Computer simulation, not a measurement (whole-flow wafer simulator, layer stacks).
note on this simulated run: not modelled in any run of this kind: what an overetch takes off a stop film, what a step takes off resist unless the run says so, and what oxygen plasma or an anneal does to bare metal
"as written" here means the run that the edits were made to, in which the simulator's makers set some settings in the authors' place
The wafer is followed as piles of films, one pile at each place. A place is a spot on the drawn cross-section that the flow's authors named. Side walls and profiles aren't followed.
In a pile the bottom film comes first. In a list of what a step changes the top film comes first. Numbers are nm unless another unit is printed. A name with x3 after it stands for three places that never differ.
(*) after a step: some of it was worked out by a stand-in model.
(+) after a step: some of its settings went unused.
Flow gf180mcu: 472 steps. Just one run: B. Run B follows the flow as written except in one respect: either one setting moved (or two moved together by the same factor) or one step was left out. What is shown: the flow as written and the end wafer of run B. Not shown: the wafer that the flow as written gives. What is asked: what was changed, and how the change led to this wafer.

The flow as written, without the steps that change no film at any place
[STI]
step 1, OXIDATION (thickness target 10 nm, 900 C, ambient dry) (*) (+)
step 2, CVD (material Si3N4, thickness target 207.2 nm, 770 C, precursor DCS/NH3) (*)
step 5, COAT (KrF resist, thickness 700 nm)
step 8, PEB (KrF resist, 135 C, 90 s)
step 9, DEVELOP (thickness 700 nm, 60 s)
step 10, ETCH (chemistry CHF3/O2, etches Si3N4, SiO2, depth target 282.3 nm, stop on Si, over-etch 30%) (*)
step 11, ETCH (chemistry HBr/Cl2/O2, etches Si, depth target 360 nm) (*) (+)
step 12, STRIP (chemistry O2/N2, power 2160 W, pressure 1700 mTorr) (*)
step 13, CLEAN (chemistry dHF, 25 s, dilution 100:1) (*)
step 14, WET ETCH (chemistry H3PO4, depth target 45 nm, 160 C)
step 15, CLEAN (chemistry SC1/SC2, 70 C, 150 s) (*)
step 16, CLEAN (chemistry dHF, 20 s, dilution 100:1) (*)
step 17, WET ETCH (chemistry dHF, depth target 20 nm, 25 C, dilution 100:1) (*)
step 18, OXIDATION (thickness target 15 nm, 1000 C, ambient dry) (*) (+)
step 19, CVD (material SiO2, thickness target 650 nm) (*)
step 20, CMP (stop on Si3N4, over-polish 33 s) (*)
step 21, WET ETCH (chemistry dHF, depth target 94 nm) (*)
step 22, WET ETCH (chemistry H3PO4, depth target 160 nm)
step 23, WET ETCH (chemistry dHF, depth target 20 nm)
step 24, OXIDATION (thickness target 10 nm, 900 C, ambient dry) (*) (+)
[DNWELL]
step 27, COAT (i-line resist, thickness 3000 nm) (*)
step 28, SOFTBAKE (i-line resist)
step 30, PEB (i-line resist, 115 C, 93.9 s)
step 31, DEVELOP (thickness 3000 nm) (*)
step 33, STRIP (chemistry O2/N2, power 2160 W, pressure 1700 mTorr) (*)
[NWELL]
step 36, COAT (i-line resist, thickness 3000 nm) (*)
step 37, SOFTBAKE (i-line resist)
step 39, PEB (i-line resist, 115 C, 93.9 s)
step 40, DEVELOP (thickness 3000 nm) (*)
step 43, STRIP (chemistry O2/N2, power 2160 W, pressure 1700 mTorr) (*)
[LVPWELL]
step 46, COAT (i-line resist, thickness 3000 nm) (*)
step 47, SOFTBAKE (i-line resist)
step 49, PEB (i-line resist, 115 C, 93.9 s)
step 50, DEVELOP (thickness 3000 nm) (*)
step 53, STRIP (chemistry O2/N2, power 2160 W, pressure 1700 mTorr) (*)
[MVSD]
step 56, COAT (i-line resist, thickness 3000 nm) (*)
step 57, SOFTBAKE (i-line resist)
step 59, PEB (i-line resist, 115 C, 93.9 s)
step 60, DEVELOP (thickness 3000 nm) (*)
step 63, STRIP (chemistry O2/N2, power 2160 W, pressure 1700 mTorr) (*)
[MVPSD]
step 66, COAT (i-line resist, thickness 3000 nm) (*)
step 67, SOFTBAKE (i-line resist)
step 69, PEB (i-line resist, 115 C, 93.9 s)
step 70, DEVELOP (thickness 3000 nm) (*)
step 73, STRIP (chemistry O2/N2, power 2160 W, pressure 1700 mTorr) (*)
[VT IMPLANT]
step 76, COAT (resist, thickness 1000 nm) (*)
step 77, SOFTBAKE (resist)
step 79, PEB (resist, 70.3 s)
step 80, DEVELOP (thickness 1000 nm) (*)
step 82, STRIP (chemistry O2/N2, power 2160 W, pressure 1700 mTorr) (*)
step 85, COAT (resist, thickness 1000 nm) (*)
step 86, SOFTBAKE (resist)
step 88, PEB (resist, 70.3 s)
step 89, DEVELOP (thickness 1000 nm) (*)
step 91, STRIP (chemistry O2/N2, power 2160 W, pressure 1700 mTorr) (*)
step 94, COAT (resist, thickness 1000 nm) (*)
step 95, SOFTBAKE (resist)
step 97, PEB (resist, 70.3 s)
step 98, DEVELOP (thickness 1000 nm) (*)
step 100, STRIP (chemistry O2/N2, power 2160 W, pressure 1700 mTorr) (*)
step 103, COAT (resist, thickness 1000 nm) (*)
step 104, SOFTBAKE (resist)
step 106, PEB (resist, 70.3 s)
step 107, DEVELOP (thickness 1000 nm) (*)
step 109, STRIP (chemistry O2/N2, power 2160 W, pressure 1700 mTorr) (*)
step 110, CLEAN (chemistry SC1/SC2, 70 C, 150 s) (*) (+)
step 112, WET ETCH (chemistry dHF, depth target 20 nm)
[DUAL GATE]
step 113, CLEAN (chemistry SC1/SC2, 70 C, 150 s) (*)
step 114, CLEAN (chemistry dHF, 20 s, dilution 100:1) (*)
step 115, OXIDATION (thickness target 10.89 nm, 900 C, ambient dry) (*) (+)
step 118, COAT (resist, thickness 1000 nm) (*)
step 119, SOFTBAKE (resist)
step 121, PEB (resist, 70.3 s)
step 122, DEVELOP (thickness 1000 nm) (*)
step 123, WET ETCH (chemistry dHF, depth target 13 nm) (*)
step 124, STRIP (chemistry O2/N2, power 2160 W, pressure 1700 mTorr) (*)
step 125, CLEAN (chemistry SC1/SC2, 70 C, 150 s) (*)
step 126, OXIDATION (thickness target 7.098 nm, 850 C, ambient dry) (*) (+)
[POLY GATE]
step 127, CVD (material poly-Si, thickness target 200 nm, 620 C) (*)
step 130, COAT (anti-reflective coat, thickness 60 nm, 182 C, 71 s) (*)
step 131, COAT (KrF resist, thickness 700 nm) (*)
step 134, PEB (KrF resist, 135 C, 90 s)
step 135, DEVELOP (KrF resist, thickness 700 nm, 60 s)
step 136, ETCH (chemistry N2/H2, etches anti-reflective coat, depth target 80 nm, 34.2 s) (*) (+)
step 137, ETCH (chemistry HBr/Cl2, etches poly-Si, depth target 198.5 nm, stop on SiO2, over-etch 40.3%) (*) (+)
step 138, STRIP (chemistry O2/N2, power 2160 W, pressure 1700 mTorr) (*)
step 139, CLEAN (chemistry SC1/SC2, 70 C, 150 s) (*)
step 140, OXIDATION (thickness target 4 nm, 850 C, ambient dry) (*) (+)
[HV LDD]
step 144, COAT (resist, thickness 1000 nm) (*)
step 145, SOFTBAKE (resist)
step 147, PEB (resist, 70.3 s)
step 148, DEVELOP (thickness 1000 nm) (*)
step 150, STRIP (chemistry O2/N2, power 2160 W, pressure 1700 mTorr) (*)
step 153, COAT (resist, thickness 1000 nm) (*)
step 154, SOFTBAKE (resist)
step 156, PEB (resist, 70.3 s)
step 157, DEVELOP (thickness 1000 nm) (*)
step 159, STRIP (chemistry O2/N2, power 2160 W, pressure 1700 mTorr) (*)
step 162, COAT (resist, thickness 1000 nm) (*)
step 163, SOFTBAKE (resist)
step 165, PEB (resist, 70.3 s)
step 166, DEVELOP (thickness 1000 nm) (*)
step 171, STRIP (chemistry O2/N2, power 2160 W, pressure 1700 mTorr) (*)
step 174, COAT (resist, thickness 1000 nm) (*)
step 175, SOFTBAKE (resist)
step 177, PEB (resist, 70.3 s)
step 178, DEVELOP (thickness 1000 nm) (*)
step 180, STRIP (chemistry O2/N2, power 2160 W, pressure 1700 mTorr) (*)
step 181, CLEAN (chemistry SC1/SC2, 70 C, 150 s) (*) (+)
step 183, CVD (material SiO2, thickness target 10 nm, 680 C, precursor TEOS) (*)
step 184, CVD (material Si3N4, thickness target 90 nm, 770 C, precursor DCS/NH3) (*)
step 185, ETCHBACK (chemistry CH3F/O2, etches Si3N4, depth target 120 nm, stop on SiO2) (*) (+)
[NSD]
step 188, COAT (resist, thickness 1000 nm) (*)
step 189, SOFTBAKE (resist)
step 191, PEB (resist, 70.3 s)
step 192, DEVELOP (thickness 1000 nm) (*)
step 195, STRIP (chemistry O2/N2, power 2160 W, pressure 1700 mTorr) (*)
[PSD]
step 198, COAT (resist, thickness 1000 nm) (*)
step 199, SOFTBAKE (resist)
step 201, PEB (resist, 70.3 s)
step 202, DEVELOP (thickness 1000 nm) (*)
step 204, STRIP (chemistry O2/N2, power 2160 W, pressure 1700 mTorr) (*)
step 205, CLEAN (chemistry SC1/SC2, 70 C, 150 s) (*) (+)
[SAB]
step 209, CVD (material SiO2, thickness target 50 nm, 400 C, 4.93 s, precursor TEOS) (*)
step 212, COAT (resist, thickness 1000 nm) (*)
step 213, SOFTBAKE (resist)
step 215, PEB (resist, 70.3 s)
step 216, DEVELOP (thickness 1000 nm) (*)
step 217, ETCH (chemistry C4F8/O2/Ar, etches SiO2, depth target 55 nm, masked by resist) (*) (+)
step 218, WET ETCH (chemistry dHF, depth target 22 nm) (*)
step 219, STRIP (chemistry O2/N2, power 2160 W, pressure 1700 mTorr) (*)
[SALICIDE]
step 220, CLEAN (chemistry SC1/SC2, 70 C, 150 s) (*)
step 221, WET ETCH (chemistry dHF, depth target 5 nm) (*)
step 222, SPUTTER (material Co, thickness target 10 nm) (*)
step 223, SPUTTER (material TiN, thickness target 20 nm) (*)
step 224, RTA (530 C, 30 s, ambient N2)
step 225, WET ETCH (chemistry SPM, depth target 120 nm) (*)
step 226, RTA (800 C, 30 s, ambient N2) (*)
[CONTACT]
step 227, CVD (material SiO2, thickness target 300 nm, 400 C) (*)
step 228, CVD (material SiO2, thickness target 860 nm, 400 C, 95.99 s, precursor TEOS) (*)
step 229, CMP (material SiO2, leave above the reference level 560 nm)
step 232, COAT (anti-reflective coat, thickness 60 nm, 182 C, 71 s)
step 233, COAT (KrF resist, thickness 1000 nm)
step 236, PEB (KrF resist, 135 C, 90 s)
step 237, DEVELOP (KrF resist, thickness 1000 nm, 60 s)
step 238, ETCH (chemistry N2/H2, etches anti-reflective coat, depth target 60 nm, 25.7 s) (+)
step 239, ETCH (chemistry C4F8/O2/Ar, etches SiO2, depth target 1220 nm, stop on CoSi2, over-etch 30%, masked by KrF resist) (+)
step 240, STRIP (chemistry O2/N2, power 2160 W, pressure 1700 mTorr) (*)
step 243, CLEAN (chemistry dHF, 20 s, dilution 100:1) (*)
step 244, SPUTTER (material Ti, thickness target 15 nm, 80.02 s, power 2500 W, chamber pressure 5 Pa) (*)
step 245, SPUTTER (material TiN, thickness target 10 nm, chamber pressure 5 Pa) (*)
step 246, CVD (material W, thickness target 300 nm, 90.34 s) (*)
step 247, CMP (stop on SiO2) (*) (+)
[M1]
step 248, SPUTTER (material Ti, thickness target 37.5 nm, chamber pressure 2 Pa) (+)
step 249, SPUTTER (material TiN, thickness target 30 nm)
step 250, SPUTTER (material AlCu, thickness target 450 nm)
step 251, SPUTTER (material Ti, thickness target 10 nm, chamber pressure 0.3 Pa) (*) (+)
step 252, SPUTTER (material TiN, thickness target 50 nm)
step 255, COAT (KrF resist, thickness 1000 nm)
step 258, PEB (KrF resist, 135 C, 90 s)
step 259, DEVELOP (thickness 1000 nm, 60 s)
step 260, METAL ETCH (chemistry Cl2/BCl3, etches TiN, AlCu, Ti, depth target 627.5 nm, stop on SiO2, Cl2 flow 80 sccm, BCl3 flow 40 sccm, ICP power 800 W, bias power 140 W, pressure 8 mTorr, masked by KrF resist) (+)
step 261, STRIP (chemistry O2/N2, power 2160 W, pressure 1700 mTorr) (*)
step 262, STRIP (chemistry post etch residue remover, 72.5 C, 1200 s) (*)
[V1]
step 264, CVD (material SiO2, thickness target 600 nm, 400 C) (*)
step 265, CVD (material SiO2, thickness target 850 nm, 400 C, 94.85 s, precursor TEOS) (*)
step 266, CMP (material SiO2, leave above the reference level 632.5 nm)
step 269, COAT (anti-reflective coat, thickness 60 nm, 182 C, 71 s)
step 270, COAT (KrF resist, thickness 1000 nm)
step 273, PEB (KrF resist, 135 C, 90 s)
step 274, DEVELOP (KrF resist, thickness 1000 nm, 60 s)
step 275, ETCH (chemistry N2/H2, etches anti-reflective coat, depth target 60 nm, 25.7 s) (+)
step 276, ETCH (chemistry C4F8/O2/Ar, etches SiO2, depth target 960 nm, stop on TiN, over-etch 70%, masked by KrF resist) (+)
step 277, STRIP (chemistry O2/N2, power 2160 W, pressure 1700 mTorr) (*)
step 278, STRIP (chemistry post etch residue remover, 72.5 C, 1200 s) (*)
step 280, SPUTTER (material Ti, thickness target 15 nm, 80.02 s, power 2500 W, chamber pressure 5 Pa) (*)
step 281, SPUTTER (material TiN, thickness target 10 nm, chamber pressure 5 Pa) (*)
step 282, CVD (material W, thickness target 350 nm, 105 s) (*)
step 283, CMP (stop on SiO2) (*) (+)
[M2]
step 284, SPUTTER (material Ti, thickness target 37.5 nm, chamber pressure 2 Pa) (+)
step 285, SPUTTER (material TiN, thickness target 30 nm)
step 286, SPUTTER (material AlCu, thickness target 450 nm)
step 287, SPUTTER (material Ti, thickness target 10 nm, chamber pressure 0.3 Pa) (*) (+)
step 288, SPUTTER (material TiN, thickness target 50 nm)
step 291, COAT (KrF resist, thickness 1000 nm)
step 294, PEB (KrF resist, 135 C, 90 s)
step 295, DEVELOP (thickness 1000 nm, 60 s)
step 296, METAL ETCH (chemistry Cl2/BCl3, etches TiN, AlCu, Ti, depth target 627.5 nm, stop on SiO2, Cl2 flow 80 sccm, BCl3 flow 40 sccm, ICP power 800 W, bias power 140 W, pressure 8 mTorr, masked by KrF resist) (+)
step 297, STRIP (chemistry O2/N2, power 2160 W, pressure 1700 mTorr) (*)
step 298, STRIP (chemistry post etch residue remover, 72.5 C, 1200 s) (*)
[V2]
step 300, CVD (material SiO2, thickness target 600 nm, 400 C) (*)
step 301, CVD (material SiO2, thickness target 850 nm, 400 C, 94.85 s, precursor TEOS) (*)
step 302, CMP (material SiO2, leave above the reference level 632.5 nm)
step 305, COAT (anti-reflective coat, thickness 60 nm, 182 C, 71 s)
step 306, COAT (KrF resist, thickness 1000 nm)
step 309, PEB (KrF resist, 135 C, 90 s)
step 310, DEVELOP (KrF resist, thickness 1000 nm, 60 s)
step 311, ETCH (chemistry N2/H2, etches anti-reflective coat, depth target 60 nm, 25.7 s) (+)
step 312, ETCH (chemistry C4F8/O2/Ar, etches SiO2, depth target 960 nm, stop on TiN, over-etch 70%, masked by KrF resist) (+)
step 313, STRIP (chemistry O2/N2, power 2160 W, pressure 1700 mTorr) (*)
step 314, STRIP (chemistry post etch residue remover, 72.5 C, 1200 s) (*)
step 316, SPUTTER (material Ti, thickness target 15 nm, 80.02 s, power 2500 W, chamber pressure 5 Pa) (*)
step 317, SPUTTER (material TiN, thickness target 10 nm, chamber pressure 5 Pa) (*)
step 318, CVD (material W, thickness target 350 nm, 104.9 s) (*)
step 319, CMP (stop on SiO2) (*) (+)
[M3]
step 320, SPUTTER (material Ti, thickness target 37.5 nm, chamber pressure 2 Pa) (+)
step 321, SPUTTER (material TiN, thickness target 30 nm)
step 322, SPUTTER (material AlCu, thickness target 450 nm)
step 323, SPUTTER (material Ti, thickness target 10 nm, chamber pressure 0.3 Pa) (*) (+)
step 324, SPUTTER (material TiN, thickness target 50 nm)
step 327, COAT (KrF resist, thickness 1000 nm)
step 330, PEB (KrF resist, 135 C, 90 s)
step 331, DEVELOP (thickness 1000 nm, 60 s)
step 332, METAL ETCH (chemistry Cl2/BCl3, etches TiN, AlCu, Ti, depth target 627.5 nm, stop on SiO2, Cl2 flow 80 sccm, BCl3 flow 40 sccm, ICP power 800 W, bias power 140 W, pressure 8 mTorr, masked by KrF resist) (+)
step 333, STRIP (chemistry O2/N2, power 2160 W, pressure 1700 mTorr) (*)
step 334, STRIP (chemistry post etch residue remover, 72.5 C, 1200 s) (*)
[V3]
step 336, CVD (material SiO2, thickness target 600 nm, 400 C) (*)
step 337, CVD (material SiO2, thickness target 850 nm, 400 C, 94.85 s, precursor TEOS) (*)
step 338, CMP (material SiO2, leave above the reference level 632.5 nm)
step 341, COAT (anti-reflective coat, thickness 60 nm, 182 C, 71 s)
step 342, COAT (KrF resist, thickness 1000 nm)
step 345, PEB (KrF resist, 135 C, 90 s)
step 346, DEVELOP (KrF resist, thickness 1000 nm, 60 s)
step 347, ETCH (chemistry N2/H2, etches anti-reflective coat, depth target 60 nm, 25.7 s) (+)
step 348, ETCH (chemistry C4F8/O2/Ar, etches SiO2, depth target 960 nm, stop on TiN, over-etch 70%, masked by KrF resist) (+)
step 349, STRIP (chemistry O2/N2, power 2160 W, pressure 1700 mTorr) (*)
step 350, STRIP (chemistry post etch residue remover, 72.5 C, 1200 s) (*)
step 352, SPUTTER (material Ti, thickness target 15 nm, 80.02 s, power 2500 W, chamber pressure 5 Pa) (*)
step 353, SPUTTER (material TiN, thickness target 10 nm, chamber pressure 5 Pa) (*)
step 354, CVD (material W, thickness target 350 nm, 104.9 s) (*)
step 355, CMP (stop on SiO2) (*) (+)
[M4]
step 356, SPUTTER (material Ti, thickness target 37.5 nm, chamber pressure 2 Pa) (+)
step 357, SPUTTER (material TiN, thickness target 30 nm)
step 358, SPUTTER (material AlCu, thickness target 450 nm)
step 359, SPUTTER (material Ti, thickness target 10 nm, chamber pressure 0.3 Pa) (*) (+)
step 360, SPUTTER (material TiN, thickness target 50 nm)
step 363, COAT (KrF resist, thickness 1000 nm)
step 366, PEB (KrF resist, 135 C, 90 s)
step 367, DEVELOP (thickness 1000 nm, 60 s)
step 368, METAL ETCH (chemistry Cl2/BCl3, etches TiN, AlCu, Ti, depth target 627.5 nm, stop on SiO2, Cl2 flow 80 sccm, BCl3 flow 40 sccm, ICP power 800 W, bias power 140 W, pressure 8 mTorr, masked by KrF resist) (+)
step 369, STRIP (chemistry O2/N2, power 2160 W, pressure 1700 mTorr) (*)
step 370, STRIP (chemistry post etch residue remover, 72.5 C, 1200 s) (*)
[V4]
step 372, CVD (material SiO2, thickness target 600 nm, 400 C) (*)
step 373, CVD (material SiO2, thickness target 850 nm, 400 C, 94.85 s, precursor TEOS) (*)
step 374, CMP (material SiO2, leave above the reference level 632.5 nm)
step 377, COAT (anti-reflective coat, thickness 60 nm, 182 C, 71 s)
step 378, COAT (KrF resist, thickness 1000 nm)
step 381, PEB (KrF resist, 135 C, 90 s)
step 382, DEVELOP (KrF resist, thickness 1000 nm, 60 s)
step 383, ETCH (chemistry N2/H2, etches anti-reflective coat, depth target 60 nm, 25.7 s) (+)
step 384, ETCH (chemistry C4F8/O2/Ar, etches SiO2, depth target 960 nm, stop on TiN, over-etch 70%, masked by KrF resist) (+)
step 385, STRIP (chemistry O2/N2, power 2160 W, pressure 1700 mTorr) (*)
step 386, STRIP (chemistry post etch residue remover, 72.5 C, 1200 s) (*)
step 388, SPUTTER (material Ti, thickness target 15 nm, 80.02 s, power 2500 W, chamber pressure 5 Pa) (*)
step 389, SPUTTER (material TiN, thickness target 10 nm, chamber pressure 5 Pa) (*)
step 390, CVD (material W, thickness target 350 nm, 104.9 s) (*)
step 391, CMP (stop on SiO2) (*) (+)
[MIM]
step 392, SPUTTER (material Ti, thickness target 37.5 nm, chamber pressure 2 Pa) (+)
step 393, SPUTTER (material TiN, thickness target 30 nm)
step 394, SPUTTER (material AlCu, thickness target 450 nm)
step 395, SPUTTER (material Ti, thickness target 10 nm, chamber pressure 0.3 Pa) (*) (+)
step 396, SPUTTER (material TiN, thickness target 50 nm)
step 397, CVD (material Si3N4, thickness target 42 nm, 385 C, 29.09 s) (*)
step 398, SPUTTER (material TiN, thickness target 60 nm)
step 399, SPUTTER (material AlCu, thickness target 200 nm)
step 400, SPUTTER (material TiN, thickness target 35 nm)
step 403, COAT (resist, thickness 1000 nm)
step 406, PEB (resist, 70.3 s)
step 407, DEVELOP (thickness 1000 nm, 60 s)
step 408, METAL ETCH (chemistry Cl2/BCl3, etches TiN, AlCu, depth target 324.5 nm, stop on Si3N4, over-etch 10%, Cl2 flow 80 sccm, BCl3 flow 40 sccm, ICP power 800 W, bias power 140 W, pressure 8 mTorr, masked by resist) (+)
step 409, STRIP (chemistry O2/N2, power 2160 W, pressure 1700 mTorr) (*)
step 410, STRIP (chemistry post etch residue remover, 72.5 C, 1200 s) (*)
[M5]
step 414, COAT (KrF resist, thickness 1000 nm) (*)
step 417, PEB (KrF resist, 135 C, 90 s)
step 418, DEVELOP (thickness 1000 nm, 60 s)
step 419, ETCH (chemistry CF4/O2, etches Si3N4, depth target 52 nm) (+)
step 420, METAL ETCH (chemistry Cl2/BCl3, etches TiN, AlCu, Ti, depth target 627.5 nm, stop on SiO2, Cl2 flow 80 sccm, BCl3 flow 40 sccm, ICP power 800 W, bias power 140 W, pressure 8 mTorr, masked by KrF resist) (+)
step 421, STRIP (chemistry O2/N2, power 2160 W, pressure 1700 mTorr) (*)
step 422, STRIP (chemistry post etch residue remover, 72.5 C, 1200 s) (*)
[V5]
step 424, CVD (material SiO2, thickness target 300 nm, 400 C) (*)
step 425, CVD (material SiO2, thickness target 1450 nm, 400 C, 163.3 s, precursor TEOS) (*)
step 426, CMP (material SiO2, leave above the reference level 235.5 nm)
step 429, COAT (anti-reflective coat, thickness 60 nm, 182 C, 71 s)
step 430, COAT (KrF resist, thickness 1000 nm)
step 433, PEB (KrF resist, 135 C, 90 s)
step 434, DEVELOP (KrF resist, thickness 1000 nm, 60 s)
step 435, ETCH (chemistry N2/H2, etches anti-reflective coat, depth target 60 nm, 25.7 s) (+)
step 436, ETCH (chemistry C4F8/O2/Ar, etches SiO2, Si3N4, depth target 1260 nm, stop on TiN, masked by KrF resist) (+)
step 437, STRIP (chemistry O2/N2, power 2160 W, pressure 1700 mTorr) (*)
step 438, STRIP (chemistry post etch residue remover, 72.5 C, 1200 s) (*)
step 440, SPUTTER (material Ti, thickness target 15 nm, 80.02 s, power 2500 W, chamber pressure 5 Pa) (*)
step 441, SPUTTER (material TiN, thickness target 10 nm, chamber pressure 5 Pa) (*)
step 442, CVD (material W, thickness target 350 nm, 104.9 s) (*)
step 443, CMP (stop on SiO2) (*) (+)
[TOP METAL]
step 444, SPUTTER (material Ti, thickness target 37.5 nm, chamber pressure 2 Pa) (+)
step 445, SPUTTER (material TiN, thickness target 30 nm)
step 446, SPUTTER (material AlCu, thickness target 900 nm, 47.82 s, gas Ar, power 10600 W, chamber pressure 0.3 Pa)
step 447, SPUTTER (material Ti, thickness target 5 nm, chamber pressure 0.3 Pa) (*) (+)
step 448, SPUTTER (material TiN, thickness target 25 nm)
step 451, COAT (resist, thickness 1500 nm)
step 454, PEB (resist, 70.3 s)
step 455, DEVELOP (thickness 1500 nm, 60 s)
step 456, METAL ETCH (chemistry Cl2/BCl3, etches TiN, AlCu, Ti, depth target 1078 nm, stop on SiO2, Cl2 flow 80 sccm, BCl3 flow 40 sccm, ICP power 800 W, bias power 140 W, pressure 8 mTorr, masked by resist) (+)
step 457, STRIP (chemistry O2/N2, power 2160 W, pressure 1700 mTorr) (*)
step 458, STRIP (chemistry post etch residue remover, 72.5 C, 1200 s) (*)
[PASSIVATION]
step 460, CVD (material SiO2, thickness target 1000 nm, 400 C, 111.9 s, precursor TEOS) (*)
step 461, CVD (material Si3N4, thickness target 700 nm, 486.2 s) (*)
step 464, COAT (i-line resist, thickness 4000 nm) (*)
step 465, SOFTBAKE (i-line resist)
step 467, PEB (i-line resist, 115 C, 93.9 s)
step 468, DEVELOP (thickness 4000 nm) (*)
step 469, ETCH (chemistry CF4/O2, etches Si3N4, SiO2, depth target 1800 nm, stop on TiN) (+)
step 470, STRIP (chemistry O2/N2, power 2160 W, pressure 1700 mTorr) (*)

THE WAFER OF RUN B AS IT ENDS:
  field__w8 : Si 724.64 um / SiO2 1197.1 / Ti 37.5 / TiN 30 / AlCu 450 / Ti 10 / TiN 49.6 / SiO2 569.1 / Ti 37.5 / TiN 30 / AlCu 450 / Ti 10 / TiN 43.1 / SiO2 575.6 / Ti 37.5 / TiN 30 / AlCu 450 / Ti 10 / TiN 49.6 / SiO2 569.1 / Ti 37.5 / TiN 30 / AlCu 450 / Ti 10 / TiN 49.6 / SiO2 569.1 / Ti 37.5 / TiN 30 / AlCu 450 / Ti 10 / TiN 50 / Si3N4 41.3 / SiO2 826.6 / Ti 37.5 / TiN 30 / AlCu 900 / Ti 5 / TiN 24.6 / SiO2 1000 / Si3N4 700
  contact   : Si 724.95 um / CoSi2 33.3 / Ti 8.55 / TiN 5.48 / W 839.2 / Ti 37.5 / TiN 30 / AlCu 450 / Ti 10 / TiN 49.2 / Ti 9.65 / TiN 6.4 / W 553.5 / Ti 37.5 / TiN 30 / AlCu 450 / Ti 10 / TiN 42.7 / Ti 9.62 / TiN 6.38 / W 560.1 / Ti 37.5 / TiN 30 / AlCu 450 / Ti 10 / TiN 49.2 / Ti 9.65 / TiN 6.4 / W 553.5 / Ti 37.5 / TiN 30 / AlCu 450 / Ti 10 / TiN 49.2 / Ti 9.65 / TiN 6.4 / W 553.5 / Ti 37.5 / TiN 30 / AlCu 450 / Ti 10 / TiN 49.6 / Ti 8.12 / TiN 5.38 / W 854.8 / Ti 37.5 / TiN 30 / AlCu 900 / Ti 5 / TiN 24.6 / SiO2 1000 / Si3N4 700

Cause: step 288, SPUTTER: thickness target 43.5 nm was run, whereas the flow has thickness target 50 nm.

Step by step, how the change led to this:
  step 288, SPUTTER (material TiN, thickness target 50 nm)
      field, field__w1, field__w2 and 108 more: +43.5 TiN (new film) (in the flow as written it would be: +50 TiN (new film))
  step 296, METAL ETCH (chemistry Cl2/BCl3, etches TiN, AlCu, Ti, depth target 627.5 nm, stop on SiO2, Cl2 flow 80 sccm, BCl3 flow 40 sccm, ICP power 800 W, bias power 140 W, pressure 8 mTorr, masked by KrF resist) (+)
      field, field__w1, field__w2 and 103 more: -43.5 TiN (all of it), -10 Ti (all of it), -450 AlCu (all of it), -30 TiN (all of it), -37.5 Ti (all of it) (in the flow as written it would be: -50 TiN (all of it), -10 Ti (all of it), -450 AlCu (all of it), -30 TiN (all of it), -37.5 Ti (all of it))
